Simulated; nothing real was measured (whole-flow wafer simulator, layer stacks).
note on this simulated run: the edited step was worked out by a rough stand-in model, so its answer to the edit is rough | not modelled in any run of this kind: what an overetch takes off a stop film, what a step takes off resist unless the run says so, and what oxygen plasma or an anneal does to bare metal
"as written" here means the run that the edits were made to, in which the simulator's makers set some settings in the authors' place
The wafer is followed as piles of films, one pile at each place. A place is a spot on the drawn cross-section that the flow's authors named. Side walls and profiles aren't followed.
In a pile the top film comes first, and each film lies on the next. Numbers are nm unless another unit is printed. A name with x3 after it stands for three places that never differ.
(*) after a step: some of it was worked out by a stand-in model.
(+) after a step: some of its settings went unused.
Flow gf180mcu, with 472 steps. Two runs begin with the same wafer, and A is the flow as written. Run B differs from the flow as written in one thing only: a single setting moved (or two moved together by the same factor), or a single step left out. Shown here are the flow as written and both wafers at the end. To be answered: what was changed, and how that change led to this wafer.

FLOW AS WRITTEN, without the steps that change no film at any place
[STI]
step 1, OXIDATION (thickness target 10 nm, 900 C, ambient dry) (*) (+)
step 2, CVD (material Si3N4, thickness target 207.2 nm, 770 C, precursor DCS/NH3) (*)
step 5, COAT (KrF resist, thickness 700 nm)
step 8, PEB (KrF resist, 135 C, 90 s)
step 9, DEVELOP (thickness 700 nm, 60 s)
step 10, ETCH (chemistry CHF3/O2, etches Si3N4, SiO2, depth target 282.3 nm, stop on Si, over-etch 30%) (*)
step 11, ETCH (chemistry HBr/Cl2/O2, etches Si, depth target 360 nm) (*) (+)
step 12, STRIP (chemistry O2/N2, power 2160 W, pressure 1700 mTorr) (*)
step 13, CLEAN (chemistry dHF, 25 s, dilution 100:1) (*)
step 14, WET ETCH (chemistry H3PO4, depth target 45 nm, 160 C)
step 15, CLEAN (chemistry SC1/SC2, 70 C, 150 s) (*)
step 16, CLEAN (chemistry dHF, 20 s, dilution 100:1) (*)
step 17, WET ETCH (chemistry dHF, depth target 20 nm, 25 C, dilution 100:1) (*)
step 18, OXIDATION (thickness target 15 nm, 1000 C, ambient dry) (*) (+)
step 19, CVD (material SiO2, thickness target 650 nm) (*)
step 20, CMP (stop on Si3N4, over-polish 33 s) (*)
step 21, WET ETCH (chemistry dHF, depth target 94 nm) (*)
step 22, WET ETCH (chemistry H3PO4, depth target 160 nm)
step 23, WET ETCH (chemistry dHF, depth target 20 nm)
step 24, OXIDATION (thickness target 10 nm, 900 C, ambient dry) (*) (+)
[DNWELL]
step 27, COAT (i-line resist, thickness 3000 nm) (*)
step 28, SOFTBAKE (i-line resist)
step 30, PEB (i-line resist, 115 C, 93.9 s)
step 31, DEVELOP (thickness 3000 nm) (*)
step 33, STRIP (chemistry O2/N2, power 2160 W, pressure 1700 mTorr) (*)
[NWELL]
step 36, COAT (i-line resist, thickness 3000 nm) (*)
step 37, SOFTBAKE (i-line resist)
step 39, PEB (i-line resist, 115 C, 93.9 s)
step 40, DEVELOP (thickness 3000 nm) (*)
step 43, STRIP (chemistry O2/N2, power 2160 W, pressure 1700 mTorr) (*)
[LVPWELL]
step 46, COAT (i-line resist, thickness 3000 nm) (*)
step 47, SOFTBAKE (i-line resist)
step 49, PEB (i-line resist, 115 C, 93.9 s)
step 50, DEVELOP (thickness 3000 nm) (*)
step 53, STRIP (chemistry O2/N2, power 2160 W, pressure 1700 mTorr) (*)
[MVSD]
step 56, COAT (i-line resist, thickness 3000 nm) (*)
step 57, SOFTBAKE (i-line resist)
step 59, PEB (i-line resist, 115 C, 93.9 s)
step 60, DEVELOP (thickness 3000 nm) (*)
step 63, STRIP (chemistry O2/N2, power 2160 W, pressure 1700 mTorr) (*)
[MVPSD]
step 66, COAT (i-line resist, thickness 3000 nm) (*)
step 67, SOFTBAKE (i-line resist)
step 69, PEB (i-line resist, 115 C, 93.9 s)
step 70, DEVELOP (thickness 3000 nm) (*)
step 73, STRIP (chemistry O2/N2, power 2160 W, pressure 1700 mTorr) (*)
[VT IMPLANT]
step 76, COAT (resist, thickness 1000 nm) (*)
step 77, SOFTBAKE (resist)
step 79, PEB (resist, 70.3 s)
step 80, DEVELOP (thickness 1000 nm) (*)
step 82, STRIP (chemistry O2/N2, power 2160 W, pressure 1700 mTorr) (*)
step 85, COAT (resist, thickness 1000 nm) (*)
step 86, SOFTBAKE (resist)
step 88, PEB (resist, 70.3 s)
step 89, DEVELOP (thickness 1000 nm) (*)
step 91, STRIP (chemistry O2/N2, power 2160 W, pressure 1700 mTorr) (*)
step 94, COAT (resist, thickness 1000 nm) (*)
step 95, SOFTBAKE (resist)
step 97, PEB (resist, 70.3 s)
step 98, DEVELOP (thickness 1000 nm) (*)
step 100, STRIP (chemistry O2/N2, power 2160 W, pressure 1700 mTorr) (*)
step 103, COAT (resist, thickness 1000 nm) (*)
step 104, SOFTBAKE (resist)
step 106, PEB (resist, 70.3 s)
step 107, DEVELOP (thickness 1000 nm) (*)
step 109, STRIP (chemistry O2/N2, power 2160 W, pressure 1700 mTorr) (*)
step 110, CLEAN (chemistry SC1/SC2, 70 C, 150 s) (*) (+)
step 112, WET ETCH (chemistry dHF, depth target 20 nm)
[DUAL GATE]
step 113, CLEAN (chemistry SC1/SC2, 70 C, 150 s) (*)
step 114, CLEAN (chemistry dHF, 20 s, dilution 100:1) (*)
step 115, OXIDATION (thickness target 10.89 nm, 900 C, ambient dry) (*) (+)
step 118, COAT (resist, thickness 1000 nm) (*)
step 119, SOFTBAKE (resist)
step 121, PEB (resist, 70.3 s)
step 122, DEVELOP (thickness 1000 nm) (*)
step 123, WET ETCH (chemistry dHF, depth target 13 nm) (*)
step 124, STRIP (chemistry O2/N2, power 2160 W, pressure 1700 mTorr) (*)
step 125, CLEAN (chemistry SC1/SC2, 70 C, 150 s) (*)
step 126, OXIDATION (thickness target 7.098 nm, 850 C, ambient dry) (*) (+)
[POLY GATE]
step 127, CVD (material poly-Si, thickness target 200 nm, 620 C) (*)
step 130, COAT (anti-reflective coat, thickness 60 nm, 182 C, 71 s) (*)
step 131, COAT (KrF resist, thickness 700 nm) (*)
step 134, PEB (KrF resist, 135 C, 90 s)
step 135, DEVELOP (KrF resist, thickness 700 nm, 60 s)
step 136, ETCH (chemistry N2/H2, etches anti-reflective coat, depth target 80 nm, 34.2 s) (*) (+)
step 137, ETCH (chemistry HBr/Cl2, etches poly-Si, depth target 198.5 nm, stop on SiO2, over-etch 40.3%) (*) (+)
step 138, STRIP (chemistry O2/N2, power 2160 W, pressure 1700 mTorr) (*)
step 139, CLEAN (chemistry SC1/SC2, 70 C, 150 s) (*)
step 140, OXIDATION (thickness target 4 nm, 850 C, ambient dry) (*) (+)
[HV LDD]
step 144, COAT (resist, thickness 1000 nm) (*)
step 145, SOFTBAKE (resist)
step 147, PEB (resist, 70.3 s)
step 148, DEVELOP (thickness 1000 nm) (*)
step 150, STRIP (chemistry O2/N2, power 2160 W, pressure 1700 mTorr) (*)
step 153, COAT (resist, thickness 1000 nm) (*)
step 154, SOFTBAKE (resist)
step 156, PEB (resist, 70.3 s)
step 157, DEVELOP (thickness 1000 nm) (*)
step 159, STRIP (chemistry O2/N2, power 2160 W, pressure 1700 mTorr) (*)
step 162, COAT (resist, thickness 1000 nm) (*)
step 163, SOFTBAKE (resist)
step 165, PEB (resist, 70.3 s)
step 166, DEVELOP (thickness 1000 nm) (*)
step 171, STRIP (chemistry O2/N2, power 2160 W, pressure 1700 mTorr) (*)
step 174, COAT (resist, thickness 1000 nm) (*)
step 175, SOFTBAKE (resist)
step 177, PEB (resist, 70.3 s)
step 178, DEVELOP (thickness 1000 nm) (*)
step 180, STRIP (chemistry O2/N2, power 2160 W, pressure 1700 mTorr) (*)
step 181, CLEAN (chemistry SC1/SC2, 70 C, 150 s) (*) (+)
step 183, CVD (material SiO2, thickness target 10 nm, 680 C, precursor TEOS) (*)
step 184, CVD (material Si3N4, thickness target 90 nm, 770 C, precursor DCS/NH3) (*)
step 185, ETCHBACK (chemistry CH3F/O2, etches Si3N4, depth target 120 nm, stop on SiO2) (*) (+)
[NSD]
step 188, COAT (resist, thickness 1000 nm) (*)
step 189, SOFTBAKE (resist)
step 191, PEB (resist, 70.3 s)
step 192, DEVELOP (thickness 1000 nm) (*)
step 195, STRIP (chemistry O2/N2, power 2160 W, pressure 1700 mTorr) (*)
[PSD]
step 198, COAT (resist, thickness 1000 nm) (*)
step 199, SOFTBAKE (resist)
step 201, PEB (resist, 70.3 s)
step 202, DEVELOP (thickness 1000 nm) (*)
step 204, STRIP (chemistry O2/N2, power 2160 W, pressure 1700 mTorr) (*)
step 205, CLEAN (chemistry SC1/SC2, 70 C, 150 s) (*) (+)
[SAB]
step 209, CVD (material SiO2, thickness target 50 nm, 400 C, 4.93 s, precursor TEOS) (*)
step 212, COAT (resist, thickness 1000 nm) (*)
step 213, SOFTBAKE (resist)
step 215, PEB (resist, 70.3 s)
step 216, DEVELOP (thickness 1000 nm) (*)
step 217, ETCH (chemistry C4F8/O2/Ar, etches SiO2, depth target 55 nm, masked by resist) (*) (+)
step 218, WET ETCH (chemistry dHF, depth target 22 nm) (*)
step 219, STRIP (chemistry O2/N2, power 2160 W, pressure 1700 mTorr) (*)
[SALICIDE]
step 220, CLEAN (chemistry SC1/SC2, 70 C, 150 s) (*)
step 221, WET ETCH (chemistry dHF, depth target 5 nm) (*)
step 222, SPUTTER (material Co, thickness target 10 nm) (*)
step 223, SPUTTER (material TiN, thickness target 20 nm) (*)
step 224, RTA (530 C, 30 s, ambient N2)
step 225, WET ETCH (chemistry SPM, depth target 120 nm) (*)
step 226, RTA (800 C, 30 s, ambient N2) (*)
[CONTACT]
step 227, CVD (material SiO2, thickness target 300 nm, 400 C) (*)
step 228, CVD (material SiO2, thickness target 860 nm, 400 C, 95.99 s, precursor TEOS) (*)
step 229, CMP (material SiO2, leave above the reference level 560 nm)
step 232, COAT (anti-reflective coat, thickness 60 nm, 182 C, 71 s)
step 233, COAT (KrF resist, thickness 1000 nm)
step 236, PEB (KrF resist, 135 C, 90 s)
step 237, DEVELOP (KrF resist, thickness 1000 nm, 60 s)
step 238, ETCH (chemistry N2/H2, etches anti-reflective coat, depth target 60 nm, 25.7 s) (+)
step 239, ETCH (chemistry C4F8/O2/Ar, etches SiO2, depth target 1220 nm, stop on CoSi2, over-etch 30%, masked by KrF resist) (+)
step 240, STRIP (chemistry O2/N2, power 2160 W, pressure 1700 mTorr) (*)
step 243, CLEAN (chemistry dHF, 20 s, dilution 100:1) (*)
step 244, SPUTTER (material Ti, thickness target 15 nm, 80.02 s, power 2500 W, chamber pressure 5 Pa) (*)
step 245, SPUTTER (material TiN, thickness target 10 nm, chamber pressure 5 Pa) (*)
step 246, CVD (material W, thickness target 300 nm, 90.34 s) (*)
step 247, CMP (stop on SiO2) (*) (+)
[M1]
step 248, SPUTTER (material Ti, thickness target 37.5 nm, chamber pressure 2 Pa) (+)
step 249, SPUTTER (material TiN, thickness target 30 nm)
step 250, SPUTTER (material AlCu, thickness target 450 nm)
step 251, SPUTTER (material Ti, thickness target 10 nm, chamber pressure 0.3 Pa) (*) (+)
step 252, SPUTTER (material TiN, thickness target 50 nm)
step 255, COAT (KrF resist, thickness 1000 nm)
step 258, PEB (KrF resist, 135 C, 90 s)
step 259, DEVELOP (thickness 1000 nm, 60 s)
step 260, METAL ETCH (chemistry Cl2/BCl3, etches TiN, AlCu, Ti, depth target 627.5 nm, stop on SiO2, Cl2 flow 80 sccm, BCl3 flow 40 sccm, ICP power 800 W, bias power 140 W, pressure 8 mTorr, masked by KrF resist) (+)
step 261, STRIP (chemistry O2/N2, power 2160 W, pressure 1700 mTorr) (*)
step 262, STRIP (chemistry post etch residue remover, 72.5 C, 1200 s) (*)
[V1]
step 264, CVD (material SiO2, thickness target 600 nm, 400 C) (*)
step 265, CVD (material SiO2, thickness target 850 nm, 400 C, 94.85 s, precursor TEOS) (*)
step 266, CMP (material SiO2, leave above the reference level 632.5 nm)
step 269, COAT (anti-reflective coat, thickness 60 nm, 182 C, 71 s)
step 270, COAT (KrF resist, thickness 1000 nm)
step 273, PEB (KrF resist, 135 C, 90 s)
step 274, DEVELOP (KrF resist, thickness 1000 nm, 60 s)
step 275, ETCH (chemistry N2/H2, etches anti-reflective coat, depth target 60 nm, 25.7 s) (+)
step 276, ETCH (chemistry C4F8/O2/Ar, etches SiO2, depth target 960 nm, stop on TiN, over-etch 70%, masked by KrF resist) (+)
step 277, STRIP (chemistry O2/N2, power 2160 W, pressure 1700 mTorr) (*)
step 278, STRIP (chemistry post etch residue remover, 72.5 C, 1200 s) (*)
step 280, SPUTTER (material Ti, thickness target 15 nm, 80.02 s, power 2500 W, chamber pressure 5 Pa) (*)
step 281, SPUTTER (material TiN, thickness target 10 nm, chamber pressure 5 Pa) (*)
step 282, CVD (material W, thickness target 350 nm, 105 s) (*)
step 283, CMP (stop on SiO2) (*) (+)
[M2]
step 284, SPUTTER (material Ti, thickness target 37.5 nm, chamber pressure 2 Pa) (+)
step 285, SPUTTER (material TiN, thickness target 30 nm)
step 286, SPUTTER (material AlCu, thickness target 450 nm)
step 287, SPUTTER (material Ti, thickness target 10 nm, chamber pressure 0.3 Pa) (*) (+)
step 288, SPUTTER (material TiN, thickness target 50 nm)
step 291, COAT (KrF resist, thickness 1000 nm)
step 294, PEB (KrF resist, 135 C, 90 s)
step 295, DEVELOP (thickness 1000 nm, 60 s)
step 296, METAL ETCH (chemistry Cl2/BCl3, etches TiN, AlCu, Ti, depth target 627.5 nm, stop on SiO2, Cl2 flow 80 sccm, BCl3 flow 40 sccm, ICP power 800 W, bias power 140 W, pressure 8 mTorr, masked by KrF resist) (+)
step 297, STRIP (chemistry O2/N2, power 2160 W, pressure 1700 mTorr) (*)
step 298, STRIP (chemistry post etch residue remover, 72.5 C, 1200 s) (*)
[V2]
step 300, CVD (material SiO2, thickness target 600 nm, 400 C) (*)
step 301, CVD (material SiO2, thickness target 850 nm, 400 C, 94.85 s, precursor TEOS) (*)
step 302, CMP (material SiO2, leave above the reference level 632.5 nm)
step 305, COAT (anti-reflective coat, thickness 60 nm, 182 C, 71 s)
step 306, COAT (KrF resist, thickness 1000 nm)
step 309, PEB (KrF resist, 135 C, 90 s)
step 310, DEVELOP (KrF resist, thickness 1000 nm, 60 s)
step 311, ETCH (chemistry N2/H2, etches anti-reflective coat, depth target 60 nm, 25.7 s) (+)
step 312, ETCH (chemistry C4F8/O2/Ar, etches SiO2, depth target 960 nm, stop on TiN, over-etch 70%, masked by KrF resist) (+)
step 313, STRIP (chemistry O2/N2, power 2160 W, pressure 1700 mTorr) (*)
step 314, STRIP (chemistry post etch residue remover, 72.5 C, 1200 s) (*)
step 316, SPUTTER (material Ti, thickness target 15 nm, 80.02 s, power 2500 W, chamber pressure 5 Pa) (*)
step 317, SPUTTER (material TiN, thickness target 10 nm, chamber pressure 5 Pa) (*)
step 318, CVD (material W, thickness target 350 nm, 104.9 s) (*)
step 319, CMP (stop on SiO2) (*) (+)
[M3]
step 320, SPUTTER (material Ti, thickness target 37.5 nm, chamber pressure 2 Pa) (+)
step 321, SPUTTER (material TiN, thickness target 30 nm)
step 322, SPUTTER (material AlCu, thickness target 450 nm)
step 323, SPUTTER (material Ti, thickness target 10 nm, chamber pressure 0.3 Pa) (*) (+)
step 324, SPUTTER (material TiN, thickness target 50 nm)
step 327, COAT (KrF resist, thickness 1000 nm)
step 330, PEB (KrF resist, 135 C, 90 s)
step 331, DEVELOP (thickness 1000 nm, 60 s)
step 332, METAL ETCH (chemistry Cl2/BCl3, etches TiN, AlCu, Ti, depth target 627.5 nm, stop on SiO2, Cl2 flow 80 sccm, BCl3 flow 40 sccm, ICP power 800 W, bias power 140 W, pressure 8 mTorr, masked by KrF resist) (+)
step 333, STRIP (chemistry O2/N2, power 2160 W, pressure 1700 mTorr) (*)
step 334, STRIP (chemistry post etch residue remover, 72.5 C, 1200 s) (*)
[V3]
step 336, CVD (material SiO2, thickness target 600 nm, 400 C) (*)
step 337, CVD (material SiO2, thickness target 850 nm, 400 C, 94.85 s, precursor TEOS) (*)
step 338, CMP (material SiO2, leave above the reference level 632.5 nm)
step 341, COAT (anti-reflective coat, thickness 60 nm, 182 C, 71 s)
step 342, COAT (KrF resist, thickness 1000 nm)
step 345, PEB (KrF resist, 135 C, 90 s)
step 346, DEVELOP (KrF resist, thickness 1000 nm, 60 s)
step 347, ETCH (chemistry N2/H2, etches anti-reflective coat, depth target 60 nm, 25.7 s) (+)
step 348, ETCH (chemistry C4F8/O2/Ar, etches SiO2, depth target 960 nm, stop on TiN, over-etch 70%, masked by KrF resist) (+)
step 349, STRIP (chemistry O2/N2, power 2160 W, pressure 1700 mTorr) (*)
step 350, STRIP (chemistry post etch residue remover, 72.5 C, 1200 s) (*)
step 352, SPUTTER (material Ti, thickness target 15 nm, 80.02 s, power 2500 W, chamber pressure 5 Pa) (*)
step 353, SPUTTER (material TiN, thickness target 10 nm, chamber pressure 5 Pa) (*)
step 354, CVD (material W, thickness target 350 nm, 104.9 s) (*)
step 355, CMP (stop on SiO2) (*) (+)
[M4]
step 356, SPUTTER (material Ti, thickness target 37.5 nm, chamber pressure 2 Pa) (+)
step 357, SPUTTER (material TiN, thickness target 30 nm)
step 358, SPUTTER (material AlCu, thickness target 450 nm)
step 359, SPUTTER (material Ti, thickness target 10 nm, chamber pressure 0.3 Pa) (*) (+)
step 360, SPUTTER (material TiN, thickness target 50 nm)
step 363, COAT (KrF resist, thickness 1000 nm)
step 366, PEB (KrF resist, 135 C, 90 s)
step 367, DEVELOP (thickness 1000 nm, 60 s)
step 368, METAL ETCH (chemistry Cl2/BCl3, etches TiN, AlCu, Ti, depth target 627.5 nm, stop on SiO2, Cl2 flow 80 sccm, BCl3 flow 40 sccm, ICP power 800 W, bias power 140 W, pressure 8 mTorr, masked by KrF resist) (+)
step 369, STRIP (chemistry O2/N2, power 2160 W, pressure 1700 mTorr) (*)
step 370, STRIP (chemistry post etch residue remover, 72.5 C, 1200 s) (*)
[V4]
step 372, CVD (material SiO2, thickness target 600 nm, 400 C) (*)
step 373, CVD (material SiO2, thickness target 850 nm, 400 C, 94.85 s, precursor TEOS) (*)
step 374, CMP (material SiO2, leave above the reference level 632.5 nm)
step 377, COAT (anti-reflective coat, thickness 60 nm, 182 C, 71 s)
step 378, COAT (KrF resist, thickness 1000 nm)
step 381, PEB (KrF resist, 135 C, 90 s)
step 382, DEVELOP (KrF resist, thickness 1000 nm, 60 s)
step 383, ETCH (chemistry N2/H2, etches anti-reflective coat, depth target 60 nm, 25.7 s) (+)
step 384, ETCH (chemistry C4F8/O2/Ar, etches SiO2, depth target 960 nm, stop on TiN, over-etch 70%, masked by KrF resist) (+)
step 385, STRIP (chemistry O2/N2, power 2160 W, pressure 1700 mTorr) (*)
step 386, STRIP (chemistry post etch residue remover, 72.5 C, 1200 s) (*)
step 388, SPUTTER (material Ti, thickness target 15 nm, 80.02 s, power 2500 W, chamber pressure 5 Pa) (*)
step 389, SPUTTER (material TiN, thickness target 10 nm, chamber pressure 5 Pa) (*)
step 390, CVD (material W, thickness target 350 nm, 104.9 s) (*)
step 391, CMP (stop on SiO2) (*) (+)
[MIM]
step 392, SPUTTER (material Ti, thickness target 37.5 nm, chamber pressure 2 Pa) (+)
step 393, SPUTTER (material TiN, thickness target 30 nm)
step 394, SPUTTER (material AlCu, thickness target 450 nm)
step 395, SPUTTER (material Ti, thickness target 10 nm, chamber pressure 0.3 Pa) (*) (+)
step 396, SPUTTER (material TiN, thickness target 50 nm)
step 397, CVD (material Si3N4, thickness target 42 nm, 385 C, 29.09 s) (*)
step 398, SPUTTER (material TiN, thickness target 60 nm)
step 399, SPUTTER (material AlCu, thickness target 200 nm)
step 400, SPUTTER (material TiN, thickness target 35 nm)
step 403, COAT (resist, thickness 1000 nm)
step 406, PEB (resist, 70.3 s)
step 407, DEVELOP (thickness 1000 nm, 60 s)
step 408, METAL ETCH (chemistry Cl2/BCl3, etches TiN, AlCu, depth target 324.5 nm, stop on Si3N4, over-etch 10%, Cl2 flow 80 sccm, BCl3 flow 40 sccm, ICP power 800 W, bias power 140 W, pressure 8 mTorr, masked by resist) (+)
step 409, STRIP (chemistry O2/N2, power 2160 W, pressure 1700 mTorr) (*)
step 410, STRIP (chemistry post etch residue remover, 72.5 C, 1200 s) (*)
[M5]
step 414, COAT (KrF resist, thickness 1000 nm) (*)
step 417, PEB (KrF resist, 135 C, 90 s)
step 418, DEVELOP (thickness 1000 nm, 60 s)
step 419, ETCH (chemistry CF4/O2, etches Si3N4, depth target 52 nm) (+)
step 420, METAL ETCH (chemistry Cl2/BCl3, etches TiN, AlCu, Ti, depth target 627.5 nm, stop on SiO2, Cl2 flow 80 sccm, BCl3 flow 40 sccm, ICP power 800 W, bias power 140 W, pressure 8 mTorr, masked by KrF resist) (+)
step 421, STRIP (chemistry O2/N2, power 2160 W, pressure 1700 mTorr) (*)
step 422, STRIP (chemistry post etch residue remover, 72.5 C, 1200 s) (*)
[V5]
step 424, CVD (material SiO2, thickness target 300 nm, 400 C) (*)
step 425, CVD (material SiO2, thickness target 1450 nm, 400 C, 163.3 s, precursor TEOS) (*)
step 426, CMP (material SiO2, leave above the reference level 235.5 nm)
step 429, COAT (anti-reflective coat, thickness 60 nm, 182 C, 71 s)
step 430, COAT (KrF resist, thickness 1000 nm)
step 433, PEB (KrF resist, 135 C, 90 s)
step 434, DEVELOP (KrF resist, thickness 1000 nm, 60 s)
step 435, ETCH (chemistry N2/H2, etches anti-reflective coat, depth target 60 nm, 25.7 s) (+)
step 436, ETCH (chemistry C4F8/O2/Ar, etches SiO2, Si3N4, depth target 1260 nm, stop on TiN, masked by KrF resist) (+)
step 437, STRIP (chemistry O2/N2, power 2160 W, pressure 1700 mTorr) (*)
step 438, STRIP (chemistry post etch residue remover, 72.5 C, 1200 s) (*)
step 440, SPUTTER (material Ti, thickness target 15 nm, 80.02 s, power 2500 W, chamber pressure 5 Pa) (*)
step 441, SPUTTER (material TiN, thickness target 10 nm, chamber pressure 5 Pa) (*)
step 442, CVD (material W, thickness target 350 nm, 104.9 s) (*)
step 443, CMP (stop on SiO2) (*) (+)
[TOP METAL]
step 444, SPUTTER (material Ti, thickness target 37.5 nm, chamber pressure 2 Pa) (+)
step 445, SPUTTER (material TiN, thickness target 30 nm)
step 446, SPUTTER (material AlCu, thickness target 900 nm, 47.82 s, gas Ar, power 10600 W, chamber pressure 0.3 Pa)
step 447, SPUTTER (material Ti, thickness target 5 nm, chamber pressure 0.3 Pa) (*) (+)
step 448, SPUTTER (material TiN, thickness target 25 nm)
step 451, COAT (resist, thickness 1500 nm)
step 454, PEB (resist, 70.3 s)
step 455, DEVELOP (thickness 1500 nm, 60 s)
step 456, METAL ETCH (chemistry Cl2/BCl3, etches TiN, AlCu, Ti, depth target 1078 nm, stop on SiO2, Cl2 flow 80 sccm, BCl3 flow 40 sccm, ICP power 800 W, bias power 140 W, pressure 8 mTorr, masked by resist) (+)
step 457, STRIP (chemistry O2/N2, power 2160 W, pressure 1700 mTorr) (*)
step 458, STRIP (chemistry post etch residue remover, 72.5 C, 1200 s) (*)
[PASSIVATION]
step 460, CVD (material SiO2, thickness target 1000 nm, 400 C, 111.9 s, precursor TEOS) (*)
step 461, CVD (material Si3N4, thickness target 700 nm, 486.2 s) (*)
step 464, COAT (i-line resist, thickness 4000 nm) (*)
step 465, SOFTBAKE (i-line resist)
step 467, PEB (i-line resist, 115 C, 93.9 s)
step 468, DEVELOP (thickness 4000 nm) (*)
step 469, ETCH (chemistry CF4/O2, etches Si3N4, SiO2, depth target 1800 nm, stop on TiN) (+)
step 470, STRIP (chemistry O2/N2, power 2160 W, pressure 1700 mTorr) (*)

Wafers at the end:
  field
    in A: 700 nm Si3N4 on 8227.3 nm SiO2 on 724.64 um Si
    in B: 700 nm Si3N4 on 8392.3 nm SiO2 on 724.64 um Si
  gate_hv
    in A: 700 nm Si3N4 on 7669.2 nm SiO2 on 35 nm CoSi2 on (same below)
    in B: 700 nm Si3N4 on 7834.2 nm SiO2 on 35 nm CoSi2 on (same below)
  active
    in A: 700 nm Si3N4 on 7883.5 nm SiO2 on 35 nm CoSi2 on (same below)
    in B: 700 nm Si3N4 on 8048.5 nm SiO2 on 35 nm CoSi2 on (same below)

The reason: step 227, CVD: thickness target 465 nm was run, though the flow has thickness target 300 nm.

Step by step, how the change led to this:
  step 227, CVD (material SiO2, thickness target 300 nm, 400 C) (*)
      field, field__w1, field__w2 and 57 more: A +300 SiO2 | B +465 SiO2
      active, p_well, gate and 46 more: A +300 SiO2 (new film) | B +465 SiO2 (new film)
      (as well as at 2 more places)
  step 228, CVD (material SiO2, thickness target 860 nm, 400 C, 95.99 s, precursor TEOS) (*)
      ld_drift_p: A +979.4 SiO2 | B +939.2 SiO2
      ld_drn_p: A +983.8 SiO2 | B +939.2 SiO2
  step 239, ETCH (chemistry C4F8/O2/Ar, etches SiO2, depth target 1220 nm, stop on CoSi2, over-etch 30%, masked by KrF resist) (+)
      field, field__w1, field__w2 and 105 more: A -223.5 KrF resist | B -244 KrF resist
      polyc_n, polyc_p: A -639.1 SiO2 (all of it) | B -804.1 SiO2 (all of it)
      (as well as at 1 more place)
  step 240, STRIP (chemistry O2/N2, power 2160 W, pressure 1700 mTorr) (*)
      field, field__w1, field__w2 and 105 more: A -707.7 KrF resist (all of it), -60 anti-reflective coat (all of it) | B -687.2 KrF resist (all of it), -60 anti-reflective coat (all of it)
  step 244, SPUTTER (material Ti, thickness target 15 nm, 80.02 s, power 2500 W, chamber pressure 5 Pa) (*)
      contact: A +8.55 Ti (new film) | B +7.77 Ti (new film)
  step 246, CVD (material W, thickness target 300 nm, 90.34 s) (*)
      polyc_n, polyc_p: A +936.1 W (new film) | B +1101.1 W (new film)
      contact: A +1167.5 W (new film) | B +1333.8 W (new film)
